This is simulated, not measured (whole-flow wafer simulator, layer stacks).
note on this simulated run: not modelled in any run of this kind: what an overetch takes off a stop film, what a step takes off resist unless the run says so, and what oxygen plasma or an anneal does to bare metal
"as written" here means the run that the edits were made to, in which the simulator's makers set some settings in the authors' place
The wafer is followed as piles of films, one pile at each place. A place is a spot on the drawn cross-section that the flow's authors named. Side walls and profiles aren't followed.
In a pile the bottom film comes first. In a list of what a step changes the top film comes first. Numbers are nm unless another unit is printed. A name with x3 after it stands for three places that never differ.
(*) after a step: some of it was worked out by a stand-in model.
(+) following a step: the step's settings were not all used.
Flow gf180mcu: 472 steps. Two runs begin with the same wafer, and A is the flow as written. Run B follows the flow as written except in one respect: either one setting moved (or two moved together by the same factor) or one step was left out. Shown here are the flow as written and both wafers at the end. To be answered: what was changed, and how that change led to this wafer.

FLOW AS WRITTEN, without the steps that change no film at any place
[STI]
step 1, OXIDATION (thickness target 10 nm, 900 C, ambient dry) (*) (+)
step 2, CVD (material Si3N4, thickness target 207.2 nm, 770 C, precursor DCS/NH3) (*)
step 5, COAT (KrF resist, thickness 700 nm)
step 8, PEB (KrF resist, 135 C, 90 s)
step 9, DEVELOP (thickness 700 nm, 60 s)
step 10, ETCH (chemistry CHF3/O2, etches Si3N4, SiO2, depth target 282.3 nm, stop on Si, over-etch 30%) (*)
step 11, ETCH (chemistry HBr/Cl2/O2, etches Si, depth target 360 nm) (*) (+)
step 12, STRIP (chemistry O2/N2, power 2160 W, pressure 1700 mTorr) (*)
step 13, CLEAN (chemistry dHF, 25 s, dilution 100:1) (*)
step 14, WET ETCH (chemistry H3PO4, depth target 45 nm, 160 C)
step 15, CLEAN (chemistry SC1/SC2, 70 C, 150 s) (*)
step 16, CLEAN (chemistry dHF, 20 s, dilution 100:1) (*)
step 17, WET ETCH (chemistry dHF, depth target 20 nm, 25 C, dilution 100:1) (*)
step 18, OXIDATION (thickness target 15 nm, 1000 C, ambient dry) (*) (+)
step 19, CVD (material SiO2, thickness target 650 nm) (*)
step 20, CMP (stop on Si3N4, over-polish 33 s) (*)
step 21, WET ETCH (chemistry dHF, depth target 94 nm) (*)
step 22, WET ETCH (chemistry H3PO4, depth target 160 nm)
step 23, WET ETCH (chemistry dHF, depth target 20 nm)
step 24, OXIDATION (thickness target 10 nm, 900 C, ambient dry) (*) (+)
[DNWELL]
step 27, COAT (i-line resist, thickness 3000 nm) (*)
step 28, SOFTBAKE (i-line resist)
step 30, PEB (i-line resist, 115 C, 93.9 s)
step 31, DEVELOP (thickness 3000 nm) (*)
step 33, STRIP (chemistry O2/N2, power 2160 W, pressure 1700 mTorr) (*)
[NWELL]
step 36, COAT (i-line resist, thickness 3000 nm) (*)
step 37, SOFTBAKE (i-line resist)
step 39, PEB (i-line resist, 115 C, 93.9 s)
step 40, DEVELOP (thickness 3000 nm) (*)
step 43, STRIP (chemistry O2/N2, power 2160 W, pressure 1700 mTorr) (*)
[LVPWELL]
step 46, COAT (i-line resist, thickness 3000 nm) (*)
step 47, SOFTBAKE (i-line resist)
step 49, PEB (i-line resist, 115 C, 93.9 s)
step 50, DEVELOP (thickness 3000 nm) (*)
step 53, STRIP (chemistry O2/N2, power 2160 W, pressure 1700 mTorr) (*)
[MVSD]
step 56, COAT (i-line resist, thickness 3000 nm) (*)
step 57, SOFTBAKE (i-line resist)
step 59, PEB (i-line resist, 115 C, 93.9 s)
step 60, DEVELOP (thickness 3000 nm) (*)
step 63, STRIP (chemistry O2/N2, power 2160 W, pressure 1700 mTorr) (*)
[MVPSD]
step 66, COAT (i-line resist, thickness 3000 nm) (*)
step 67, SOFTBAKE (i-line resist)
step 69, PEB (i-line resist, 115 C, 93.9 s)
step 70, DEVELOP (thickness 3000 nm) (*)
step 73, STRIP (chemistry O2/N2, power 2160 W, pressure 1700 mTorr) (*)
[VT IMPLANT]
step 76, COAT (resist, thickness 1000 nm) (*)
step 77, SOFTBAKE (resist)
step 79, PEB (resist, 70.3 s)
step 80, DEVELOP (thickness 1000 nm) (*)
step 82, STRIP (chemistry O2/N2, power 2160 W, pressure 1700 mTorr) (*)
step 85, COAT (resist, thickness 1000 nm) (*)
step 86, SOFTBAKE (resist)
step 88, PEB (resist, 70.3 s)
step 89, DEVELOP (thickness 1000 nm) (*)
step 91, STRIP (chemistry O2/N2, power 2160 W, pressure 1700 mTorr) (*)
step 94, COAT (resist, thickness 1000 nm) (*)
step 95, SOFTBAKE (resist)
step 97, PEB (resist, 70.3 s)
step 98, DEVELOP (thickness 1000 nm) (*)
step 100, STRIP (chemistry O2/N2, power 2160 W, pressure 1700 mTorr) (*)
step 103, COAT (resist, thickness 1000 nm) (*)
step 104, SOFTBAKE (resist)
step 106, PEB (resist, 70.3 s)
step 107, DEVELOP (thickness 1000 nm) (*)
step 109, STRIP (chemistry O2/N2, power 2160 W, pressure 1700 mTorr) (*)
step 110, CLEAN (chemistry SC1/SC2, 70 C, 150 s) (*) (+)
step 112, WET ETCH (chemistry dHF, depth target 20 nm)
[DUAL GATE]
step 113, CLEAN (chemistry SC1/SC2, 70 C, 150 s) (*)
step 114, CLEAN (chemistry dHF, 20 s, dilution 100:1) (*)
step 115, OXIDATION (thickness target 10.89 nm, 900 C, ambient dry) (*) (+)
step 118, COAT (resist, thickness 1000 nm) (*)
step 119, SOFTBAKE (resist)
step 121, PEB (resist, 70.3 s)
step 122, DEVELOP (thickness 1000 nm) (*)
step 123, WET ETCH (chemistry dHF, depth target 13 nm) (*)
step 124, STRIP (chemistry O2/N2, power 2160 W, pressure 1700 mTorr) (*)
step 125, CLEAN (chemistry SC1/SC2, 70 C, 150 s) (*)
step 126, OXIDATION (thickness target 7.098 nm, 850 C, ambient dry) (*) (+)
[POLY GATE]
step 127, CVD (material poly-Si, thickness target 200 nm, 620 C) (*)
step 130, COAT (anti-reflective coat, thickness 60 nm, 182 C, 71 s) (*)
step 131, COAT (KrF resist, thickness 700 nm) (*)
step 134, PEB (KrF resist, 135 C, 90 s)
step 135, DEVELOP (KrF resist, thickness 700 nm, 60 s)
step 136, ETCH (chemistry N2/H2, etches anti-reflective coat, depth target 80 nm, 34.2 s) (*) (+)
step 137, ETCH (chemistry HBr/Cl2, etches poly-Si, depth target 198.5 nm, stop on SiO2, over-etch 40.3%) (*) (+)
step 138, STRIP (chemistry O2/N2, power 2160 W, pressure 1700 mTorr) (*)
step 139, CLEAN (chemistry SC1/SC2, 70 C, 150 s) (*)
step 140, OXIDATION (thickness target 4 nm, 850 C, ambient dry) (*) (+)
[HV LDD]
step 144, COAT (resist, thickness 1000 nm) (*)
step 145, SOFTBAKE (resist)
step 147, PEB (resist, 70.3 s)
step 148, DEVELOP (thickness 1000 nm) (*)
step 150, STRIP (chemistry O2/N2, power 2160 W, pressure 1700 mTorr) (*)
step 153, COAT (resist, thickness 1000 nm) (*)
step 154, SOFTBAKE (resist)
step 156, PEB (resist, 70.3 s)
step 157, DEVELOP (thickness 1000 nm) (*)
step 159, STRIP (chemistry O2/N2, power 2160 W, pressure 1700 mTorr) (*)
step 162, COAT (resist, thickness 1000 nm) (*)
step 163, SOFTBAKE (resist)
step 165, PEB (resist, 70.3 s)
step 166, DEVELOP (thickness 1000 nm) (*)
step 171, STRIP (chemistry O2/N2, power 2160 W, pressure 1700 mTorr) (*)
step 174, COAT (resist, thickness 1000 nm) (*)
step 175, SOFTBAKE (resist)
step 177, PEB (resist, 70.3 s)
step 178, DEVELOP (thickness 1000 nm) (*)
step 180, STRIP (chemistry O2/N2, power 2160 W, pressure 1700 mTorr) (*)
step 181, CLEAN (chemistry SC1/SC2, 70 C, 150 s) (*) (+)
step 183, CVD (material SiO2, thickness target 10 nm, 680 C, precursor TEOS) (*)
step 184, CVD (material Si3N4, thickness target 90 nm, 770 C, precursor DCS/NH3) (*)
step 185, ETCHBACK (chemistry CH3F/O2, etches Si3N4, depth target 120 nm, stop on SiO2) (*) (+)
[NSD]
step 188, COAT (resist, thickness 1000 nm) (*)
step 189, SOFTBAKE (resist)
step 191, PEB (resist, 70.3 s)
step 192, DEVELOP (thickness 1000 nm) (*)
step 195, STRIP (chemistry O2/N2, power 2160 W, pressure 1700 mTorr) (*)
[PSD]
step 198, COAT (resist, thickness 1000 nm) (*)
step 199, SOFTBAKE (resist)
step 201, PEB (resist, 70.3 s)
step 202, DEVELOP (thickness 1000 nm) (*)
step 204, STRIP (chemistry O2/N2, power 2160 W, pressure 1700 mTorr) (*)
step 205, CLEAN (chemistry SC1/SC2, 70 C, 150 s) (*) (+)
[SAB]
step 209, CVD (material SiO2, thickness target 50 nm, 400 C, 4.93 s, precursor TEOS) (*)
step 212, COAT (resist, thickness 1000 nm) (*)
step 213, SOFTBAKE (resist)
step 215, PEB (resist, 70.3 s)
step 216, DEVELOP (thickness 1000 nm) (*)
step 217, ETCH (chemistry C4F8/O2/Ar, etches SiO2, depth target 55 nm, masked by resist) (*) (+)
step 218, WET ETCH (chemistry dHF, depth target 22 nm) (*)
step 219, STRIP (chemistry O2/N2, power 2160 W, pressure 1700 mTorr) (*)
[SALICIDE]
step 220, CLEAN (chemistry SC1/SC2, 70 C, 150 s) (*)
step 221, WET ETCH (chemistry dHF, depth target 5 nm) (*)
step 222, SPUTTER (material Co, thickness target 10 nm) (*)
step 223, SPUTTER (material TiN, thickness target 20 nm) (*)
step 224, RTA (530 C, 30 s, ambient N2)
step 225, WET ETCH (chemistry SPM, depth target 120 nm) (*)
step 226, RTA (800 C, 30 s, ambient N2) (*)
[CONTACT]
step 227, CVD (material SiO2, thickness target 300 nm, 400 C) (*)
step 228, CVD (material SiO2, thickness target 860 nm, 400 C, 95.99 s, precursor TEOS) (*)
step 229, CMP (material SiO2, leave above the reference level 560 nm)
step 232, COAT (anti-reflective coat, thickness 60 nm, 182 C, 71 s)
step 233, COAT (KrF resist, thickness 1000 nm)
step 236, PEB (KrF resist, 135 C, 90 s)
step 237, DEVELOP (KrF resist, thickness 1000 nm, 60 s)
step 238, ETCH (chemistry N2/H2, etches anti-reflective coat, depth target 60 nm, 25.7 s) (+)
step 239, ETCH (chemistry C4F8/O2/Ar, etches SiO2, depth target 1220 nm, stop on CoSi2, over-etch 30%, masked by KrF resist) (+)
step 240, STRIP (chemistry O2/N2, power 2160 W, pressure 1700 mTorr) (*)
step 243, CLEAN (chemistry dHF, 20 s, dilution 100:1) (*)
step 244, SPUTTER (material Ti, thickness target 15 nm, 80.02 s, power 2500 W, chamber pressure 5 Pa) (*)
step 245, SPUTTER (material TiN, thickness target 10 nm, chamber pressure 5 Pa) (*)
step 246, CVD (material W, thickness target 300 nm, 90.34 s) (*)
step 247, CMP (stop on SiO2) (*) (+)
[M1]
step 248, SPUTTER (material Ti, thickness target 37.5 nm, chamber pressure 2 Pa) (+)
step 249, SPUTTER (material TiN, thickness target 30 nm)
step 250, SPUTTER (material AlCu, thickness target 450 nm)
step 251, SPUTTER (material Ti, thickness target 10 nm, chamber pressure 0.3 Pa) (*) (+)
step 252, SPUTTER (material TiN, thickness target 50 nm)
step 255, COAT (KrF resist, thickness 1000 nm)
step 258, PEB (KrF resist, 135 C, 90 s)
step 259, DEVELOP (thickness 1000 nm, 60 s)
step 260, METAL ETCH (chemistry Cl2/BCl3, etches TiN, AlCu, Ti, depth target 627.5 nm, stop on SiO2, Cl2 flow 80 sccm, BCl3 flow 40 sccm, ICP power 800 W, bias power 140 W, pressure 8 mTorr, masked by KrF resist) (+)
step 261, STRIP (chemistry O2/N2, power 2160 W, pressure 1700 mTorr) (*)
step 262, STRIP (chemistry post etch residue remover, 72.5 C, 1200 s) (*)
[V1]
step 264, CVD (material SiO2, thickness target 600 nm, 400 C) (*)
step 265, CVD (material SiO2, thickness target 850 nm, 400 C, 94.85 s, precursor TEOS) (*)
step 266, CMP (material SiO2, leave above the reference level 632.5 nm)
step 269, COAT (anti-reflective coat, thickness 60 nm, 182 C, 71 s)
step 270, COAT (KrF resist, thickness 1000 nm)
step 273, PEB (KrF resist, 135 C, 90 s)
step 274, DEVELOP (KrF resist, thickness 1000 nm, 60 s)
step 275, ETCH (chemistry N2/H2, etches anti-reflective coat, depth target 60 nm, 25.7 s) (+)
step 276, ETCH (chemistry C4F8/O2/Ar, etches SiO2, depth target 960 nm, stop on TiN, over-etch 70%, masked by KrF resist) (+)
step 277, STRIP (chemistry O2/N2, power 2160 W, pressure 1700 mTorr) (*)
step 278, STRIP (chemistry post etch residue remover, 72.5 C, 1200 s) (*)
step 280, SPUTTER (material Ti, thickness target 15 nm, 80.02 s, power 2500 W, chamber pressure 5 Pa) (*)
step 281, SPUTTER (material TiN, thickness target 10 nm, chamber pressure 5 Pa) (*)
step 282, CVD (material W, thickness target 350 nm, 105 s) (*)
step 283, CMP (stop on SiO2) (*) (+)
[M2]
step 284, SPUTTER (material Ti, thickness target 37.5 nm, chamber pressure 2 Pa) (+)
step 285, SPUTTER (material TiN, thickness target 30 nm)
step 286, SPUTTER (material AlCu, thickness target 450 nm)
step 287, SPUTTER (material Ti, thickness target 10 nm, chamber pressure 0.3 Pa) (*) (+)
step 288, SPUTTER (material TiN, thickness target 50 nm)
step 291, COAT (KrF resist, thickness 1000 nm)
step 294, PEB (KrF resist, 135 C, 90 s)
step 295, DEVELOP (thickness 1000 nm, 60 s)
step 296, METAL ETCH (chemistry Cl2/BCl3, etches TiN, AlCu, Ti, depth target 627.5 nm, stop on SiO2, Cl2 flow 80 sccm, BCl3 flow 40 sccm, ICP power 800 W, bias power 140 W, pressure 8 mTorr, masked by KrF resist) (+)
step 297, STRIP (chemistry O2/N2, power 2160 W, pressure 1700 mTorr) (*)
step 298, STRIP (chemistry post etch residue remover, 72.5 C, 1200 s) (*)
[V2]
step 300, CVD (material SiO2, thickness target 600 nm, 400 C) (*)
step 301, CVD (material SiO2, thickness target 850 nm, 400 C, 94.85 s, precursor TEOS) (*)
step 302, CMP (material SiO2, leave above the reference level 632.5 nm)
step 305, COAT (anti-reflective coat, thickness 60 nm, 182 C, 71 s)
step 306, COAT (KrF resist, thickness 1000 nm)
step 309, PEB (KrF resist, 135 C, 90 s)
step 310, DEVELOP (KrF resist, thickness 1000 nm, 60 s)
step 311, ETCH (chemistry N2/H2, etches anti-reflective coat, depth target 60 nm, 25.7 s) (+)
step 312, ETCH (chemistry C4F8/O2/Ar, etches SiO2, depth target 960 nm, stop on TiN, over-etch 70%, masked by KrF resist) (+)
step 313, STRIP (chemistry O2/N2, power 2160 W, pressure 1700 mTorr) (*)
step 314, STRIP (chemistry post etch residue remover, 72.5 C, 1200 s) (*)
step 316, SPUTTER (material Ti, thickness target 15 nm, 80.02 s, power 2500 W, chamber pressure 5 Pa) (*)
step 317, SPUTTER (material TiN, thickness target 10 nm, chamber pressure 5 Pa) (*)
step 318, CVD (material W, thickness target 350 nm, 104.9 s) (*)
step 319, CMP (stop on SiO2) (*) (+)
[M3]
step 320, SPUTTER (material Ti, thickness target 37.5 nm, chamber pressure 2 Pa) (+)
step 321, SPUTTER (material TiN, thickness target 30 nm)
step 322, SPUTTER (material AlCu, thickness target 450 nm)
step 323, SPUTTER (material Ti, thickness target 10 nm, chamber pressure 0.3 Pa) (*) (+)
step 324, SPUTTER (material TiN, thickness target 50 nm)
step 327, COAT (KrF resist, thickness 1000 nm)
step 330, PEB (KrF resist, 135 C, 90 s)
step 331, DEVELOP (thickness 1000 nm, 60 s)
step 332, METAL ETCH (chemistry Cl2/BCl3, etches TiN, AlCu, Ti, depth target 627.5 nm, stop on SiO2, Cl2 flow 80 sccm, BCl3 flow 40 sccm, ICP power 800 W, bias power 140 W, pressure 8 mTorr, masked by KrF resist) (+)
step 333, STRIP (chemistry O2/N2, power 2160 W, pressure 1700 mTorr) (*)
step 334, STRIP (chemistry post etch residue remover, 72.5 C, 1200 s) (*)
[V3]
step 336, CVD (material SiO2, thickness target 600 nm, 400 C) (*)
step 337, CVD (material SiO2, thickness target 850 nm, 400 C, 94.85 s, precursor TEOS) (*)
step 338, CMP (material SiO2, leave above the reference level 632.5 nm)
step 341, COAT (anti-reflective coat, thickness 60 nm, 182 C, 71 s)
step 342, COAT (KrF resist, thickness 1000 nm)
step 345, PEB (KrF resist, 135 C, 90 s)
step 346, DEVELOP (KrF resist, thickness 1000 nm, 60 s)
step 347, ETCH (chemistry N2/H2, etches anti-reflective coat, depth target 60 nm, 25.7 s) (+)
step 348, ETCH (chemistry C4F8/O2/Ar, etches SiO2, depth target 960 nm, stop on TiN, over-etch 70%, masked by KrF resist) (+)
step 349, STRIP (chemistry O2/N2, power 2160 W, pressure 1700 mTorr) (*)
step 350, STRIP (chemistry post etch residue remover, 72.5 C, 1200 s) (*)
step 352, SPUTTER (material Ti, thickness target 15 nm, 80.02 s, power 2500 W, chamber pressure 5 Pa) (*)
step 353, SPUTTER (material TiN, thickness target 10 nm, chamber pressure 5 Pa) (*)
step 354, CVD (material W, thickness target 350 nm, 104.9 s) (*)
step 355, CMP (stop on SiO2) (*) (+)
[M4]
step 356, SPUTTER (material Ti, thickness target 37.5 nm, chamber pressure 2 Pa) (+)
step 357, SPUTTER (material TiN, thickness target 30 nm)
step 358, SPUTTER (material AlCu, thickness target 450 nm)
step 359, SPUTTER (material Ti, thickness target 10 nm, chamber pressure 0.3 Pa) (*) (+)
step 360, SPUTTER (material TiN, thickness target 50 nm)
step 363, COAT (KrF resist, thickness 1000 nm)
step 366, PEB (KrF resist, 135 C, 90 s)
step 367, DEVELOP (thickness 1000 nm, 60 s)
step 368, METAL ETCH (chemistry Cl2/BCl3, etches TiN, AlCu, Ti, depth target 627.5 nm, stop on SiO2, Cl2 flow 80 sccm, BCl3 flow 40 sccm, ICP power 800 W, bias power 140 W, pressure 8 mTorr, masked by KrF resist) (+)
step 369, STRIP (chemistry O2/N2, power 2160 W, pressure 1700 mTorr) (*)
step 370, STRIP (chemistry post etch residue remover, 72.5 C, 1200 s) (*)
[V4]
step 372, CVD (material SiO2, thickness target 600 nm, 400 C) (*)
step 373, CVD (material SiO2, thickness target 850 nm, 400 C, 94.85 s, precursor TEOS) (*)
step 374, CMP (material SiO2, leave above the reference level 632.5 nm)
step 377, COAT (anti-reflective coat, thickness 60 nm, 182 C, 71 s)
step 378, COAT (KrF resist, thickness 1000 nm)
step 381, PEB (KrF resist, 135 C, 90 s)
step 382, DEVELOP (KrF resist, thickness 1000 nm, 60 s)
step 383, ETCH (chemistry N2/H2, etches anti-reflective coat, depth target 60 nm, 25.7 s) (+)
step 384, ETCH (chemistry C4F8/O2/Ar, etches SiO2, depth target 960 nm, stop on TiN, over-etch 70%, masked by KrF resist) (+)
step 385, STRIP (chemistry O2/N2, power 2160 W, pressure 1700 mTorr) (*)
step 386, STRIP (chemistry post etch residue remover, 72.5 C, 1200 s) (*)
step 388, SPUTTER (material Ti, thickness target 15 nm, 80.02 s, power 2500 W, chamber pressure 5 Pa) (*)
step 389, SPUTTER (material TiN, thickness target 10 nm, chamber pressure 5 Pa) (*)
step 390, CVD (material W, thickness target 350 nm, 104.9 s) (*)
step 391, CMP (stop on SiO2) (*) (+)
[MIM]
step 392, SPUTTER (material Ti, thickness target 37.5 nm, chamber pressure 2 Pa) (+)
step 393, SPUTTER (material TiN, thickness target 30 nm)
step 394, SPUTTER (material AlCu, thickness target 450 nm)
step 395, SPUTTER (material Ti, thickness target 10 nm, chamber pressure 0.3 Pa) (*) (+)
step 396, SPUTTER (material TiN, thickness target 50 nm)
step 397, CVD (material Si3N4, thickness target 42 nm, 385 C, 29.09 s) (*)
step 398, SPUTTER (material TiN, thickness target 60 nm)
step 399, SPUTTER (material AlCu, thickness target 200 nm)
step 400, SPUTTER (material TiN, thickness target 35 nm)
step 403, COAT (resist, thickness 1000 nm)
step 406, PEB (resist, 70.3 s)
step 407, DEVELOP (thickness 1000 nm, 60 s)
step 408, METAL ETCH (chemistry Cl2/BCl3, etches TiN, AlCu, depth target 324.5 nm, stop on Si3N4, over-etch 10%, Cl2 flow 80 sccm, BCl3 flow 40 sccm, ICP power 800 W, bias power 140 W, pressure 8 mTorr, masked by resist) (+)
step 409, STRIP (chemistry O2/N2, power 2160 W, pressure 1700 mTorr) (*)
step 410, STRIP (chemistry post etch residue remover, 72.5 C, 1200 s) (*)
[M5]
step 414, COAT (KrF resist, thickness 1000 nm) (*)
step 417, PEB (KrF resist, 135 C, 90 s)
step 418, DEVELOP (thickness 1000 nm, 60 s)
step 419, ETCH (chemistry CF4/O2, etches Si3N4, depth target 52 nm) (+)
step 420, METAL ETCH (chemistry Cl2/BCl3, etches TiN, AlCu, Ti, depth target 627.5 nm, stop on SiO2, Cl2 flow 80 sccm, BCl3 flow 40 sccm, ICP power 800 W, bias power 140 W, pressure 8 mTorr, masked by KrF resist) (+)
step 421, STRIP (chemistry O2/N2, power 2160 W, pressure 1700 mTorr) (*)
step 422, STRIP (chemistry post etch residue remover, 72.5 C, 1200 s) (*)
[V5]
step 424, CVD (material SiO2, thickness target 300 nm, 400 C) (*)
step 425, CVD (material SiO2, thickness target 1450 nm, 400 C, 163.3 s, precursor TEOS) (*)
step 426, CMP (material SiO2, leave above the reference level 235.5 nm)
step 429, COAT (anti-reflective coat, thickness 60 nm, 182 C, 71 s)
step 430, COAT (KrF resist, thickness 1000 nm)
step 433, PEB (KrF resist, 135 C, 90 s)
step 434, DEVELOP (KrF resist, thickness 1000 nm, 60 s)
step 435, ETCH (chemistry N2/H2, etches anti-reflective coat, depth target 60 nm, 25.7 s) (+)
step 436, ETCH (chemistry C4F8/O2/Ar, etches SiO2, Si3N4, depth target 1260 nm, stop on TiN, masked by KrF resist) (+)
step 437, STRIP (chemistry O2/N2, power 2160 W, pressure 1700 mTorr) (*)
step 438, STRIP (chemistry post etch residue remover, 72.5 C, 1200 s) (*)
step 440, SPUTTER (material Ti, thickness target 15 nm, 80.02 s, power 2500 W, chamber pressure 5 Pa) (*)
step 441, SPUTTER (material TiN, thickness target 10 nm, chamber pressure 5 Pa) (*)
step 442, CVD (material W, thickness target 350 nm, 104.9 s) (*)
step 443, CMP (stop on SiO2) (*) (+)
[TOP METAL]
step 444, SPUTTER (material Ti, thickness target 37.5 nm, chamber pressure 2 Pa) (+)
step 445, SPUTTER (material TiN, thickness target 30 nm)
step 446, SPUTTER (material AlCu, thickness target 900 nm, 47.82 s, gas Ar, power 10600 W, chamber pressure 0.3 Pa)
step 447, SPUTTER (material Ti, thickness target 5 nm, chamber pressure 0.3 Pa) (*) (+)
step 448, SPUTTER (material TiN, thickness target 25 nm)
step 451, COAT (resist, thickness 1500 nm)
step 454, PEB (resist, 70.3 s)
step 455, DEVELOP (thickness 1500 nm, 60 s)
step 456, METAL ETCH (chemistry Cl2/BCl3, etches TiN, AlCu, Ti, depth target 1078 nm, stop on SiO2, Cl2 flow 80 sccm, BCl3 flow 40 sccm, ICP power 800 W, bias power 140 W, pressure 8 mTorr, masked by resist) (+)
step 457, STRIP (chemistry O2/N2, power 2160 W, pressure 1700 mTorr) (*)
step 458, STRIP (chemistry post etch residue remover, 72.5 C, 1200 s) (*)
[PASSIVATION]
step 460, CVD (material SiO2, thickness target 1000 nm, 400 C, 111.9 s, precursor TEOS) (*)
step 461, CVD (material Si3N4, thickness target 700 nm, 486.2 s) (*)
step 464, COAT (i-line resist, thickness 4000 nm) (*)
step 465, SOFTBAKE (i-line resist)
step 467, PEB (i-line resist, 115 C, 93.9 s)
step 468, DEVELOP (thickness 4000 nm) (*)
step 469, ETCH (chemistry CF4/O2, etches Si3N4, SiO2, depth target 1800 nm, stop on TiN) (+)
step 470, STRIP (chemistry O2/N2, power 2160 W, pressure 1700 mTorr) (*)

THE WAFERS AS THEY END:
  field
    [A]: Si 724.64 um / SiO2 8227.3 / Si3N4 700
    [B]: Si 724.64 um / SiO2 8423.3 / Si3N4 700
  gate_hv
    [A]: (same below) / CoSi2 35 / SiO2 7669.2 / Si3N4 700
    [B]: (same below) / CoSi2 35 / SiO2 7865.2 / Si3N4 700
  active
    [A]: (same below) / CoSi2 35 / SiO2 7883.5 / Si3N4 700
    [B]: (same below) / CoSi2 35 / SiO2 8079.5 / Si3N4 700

Cause: step 229, CMP: leave above the reference level 756 nm was run, whereas the flow has leave above the reference level 560 nm.

Step by step, how the change led to this:
  step 229, CMP (material SiO2, leave above the reference level 560 nm)
      gate_hv, gate_nat, ld_gate_n and 11 more: A SiO2 loses 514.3 | B SiO2 loses 318.3
      ldn_sep__w1, ldn_sep__w2, ldn_dft and 8 more: A SiO2 loses 311 | B SiO2 loses 115
      (also at 86 further places)
  step 239, ETCH (chemistry C4F8/O2/Ar, etches SiO2, depth target 1220 nm, stop on CoSi2, over-etch 30%, masked by KrF resist) (+)
      field, field__w1, field__w2 and 105 more: A KrF resist loses 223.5 | B KrF resist loses 244
      polyc_n, polyc_p: A SiO2 loses 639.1 (all of it) | B SiO2 loses 835.1 (all of it)
      (also at 1 further place)
  step 240, STRIP (chemistry O2/N2, power 2160 W, pressure 1700 mTorr) (*)
      field, field__w1, field__w2 and 105 more: A KrF resist loses 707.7 (all of it), anti-reflective coat loses 60 (all of it) | B KrF resist loses 687.2 (all of it), anti-reflective coat loses 60 (all of it)
  step 244, SPUTTER (material Ti, thickness target 15 nm, 80.02 s, power 2500 W, chamber pressure 5 Pa) (*)
      contact: A Ti gains 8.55 (new film) | B Ti gains 7.63 (new film)
  step 245, SPUTTER (material TiN, thickness target 10 nm, chamber pressure 5 Pa) (*)
      contact: A TiN gains 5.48 (new film) | B TiN gains 4.91 (new film)
  step 246, CVD (material W, thickness target 300 nm, 90.34 s) (*)
      polyc_n, polyc_p: A W gains 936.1 (new film) | B W gains 1132.1 (new film)
      contact: A W gains 1167.5 (new film) | B W gains 1365 (new film)
